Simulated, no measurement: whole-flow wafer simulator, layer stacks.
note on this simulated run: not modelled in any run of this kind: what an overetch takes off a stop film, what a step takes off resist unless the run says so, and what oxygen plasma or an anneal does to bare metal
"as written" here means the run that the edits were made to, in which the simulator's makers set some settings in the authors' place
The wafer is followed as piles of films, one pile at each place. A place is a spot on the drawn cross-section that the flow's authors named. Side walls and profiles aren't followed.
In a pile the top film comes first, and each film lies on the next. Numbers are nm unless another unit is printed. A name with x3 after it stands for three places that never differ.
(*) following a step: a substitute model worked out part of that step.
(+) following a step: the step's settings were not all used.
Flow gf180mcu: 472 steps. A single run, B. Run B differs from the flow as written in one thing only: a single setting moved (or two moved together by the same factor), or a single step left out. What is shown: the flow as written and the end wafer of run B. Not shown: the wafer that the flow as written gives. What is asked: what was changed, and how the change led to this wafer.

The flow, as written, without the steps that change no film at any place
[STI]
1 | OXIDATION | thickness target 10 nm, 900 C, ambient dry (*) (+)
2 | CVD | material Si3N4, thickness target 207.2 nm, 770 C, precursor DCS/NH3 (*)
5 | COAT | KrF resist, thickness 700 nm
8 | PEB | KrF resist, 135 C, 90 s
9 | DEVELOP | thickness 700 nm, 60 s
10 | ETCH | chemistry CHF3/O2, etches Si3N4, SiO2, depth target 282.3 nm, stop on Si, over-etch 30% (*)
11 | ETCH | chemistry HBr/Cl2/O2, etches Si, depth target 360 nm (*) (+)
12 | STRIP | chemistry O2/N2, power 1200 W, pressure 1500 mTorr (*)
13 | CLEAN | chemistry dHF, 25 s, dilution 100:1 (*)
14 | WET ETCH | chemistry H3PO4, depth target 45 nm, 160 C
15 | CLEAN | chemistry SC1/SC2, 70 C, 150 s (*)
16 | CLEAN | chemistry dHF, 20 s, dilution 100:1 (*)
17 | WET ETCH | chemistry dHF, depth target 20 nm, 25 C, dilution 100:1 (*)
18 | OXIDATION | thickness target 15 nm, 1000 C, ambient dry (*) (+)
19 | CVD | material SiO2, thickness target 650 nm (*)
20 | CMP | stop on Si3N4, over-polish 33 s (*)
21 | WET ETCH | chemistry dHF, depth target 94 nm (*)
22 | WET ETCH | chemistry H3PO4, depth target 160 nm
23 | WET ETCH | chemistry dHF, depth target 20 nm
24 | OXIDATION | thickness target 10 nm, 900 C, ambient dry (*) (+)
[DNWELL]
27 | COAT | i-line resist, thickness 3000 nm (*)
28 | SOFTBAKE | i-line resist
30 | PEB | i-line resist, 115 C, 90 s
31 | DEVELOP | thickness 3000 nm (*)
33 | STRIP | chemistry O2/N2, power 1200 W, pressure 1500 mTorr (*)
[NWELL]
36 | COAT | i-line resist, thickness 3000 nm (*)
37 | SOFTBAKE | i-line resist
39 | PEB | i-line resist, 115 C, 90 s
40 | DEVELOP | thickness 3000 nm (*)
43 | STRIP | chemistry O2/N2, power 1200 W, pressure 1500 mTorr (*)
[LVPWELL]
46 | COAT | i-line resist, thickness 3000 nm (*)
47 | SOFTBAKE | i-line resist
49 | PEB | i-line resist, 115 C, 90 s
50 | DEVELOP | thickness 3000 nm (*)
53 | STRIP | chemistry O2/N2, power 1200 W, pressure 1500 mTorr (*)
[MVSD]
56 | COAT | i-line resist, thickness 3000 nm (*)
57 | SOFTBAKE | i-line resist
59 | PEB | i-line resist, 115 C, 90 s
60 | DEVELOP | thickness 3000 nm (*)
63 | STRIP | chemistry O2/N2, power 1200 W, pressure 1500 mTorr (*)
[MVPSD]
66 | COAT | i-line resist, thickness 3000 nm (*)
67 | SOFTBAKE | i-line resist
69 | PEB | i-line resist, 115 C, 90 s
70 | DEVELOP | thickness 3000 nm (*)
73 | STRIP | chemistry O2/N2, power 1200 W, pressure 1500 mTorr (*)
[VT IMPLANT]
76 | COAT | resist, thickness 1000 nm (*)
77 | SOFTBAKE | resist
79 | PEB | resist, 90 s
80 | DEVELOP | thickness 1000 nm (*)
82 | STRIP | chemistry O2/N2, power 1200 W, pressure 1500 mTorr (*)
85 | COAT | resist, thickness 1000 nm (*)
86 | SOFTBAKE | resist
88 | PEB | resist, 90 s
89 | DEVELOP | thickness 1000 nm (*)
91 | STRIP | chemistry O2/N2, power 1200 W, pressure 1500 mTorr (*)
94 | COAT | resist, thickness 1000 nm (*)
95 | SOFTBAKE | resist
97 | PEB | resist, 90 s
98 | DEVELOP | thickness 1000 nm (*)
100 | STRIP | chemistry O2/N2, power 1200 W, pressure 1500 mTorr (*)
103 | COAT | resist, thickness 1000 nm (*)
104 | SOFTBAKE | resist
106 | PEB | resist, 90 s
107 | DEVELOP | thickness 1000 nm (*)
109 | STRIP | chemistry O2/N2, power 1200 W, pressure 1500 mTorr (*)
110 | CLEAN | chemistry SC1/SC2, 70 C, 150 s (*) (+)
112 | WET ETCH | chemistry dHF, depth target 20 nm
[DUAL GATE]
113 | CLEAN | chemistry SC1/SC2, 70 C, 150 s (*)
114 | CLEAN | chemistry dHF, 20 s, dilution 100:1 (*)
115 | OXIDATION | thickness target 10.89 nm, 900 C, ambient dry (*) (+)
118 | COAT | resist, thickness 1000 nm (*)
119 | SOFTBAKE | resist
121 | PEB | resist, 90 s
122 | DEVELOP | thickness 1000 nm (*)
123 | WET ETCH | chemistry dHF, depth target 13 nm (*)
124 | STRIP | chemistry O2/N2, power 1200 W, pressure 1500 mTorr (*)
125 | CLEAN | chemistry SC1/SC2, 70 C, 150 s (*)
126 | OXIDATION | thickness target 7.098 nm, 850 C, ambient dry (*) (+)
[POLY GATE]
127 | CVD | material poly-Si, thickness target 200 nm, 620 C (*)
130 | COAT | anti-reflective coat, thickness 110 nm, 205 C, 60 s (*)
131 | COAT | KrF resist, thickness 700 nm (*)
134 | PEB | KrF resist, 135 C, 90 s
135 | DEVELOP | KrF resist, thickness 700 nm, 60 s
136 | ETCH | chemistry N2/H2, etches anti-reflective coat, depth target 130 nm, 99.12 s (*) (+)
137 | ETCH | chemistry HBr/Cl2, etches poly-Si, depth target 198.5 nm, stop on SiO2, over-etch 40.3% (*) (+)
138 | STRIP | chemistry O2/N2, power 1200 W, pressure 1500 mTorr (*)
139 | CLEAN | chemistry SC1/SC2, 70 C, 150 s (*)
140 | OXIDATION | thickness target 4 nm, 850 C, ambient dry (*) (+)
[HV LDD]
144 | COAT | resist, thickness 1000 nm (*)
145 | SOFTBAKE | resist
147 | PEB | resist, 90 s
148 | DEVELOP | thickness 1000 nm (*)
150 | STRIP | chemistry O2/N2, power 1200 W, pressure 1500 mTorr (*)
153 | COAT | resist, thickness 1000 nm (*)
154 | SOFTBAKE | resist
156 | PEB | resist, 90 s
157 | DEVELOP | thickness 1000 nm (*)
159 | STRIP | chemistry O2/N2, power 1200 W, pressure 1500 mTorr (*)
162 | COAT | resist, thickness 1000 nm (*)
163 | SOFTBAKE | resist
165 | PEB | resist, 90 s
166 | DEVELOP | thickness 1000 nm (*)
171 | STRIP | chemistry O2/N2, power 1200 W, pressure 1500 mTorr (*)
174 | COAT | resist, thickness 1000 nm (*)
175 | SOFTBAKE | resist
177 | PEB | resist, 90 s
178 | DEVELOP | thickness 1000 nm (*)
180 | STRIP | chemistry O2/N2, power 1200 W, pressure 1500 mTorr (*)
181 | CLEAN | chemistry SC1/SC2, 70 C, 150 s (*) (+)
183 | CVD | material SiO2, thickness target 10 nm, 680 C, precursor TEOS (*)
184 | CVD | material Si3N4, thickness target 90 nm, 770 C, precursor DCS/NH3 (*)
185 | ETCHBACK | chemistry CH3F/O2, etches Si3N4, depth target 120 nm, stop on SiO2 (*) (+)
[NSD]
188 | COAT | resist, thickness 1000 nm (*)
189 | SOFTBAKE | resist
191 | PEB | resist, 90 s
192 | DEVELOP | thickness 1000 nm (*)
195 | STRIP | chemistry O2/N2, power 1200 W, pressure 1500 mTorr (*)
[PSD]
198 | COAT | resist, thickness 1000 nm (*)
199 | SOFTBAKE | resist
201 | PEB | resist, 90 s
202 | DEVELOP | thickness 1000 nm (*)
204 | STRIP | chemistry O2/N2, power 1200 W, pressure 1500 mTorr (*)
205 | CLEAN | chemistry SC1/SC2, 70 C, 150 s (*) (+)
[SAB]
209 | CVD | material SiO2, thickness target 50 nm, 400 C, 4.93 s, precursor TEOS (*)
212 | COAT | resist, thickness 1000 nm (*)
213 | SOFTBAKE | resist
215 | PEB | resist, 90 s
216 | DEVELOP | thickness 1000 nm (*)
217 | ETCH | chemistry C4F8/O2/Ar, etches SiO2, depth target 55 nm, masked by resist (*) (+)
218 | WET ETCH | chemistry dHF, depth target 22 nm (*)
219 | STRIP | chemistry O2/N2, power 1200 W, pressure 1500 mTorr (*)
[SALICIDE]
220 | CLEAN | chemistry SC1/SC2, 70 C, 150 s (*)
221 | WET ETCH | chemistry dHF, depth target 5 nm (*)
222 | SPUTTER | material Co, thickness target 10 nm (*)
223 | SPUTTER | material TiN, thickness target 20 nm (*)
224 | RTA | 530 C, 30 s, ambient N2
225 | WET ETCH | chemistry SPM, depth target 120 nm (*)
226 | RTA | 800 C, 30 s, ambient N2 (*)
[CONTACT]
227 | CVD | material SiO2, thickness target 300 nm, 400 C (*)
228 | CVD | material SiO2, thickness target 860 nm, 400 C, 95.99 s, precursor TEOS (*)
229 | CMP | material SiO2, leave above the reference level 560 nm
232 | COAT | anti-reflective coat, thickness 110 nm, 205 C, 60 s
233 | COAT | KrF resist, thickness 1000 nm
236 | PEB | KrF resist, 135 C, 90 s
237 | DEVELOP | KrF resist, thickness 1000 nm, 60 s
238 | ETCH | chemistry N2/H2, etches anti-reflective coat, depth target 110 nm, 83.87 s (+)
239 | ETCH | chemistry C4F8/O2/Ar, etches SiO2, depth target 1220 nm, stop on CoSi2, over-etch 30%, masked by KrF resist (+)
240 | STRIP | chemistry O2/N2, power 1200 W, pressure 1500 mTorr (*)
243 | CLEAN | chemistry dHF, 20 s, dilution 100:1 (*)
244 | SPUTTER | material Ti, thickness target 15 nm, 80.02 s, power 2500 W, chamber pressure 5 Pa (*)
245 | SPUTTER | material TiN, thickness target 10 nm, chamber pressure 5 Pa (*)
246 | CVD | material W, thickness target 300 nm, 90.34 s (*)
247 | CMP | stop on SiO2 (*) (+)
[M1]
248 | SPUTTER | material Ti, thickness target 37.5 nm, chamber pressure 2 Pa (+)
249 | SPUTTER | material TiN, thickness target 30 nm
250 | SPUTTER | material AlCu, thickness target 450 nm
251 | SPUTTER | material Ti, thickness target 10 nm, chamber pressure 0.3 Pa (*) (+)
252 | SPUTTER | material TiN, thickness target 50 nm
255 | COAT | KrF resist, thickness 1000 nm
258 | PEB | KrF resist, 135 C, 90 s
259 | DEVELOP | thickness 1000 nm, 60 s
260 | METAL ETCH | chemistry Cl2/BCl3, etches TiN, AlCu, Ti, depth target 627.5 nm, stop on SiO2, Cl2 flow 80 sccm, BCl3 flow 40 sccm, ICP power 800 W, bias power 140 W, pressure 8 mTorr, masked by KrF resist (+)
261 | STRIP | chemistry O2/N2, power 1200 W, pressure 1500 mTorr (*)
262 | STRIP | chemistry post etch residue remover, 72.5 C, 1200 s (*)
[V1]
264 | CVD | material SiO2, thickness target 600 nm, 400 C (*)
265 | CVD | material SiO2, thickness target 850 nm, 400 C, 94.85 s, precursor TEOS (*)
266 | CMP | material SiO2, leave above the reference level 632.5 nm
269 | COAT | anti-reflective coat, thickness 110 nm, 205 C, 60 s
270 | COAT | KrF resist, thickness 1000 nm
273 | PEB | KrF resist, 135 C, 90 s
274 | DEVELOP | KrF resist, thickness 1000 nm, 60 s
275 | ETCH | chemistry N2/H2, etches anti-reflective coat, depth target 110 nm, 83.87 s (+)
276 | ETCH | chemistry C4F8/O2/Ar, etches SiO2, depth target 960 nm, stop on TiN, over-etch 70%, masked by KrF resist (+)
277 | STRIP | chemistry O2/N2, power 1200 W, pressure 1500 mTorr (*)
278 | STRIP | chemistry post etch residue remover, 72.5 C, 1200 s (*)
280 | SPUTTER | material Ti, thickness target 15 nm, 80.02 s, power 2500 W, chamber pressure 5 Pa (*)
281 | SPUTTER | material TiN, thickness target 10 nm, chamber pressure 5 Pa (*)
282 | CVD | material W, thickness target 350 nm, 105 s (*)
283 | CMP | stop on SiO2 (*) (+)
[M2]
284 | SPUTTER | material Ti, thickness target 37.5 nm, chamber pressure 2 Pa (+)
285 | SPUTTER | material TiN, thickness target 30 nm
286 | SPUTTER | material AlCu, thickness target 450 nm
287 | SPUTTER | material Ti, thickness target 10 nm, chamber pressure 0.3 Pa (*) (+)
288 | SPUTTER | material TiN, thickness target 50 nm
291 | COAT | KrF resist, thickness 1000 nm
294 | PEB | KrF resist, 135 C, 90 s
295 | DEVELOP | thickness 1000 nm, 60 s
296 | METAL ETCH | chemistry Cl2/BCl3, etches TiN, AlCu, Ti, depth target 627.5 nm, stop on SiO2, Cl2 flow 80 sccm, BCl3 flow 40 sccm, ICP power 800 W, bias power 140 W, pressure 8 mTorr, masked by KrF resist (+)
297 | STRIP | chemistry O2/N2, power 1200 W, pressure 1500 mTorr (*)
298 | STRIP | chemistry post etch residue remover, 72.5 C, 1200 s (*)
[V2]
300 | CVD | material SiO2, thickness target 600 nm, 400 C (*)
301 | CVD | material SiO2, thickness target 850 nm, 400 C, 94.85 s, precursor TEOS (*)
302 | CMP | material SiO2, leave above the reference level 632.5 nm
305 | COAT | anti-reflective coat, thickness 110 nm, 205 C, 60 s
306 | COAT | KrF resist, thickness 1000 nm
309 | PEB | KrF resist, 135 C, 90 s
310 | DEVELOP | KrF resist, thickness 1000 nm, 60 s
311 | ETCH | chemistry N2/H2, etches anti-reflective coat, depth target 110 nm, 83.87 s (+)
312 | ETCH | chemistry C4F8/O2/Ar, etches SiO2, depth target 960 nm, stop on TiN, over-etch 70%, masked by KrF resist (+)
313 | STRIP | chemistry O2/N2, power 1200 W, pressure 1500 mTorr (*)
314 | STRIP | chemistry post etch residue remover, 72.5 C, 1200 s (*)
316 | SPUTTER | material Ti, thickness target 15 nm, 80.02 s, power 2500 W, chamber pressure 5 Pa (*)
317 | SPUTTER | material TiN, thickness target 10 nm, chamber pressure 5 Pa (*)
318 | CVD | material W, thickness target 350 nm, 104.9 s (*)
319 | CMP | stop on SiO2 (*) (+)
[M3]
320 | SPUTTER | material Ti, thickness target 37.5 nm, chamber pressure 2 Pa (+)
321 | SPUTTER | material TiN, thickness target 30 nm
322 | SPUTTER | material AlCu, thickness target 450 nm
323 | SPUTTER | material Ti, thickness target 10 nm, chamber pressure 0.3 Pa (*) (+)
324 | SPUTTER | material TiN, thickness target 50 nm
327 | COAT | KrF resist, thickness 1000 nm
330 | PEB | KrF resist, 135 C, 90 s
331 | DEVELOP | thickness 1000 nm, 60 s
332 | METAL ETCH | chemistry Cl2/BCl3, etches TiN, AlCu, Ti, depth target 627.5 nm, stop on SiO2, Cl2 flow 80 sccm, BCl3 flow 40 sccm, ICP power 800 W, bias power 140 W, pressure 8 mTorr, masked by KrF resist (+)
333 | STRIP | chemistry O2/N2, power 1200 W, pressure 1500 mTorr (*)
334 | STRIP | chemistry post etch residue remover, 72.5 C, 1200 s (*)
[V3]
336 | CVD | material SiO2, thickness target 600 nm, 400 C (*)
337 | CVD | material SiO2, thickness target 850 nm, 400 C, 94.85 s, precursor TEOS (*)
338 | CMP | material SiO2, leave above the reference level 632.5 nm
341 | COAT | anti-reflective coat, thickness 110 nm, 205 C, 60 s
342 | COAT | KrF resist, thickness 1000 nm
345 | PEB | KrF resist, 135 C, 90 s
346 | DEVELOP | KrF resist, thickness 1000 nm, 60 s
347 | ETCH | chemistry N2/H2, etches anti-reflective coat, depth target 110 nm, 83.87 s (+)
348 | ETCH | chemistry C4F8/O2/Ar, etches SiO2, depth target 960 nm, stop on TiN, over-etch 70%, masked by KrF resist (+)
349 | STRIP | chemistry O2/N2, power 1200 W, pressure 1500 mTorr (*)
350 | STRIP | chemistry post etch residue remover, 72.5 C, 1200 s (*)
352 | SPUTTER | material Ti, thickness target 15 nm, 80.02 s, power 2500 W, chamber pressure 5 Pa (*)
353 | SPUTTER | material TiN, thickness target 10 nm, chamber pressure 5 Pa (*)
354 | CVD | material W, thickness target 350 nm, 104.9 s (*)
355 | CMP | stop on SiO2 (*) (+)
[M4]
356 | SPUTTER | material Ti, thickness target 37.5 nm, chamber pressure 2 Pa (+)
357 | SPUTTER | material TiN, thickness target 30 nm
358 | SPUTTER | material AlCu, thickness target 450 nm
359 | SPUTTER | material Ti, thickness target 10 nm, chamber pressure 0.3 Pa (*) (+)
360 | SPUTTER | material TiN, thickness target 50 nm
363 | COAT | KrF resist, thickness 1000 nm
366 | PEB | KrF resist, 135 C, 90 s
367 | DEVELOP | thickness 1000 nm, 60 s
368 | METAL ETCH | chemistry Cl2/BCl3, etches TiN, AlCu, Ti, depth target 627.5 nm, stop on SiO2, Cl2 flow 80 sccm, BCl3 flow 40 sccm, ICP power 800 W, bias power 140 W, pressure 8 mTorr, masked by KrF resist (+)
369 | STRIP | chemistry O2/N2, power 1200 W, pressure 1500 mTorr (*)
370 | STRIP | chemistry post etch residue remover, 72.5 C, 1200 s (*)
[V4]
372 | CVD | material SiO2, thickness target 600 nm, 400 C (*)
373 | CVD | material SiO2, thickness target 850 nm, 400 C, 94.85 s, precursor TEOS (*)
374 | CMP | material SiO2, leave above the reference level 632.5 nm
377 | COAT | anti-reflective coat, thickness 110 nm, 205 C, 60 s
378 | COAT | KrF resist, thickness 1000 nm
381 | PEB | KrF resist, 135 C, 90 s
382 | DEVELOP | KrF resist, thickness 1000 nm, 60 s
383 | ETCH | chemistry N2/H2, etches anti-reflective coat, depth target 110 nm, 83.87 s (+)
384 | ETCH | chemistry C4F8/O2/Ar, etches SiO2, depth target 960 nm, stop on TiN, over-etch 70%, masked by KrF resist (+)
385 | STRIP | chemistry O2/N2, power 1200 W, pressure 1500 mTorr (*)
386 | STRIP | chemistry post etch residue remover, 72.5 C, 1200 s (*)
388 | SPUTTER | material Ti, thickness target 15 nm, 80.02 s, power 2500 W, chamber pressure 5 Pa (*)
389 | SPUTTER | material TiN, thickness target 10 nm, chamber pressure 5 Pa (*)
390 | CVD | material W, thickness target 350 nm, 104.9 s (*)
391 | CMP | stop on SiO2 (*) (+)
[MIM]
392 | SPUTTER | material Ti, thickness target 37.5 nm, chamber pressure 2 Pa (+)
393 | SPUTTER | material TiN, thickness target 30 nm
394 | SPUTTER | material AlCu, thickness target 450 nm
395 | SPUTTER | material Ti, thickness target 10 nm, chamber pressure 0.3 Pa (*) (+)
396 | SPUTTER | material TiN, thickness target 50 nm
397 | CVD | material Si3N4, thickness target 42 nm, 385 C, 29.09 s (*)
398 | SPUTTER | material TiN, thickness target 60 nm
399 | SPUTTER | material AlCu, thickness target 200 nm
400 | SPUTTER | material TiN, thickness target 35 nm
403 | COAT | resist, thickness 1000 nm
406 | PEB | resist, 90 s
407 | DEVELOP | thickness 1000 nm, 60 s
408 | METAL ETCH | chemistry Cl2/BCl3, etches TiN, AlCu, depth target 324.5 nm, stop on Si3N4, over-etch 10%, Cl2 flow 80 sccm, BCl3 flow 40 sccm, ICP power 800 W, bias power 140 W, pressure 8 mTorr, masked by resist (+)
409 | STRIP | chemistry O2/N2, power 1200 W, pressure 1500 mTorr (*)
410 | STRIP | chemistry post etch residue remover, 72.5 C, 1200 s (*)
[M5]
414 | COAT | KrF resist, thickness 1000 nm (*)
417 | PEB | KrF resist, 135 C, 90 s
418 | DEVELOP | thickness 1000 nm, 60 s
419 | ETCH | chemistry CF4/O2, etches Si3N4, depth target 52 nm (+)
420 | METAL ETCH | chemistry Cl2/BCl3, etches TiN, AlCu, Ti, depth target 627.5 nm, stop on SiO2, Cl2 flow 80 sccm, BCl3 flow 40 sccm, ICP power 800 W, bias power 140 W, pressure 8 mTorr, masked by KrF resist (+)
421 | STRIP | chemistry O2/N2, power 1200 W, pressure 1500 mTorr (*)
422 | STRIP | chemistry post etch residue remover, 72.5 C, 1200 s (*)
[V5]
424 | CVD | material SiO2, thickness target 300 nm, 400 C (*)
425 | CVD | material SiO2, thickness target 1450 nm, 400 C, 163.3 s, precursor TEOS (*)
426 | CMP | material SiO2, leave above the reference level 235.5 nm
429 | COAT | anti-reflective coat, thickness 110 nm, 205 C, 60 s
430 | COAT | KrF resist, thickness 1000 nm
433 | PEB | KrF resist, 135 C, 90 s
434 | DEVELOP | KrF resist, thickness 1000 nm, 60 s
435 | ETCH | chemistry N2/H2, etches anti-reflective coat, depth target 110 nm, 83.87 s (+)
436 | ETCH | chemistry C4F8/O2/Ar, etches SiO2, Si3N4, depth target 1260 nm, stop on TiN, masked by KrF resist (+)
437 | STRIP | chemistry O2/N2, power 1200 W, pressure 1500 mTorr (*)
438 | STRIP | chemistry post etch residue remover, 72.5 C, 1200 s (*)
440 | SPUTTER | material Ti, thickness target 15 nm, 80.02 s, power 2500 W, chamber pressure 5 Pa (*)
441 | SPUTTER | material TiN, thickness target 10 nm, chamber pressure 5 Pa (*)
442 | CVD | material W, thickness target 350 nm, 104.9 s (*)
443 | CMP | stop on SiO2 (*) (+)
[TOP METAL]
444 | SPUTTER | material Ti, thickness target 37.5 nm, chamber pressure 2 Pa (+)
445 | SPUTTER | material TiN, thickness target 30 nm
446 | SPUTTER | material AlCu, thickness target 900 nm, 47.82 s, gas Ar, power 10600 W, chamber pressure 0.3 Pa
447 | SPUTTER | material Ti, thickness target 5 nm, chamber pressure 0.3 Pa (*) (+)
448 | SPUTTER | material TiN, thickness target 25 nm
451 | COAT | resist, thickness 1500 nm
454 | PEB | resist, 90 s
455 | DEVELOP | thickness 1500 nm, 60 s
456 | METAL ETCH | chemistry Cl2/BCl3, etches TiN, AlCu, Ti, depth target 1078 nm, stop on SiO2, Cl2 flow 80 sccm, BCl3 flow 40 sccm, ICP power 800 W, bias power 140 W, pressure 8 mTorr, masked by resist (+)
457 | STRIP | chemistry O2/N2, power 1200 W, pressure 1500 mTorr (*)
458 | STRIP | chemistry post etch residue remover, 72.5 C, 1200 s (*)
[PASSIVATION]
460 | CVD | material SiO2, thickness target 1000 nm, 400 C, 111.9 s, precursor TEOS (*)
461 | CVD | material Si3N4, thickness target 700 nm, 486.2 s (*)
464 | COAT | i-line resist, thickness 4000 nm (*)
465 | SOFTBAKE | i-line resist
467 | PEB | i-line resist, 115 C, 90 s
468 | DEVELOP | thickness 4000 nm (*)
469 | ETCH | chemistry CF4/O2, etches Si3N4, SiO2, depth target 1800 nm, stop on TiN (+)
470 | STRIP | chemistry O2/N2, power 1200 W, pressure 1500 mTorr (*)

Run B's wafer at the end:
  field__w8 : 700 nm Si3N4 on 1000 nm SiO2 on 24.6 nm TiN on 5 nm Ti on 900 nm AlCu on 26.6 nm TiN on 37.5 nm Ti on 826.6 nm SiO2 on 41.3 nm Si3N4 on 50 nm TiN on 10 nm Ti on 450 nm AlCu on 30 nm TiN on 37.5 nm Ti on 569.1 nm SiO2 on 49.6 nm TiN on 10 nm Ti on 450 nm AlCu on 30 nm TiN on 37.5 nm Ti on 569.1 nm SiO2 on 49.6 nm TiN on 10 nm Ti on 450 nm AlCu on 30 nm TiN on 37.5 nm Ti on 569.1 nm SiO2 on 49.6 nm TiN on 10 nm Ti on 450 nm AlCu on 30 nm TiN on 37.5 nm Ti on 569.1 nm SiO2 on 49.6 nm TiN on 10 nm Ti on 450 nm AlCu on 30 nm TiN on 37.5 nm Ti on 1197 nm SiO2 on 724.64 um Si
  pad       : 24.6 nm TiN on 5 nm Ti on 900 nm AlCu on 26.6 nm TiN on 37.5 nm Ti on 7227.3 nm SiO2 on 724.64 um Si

What caused this: step 445, SPUTTER: thickness target 26.6 nm was run, whereas the flow has thickness target 30 nm.
One can read it off the wafer: field__w8 has TiN 26.6, and step 445 as written asks for 30 nm.

Step by step, how the change led to this:
  445 | SPUTTER | material TiN, thickness target 30 nm
      field, field__w1, field__w2 and 109 more: TiN gains 26.6 (new film) (as written it would have been: TiN gains 30 (new film))
  456 | METAL ETCH | chemistry Cl2/BCl3, etches TiN, AlCu, Ti, depth target 1078 nm, stop on SiO2, Cl2 flow 80 sccm, BCl3 flow 40 sccm, ICP power 800 W, bias power 140 W, pressure 8 mTorr, masked by resist (+)
      field, field__w1, field__w2 and 103 more: TiN loses 25 (all of it), Ti loses 5 (all of it), AlCu loses 900 (all of it), TiN loses 26.6 (all of it), Ti loses 37.5 (all of it) (as written it would have been: TiN loses 25 (all of it), Ti loses 5 (all of it), AlCu loses 900 (all of it), TiN loses 30 (all of it), Ti loses 37.5 (all of it))
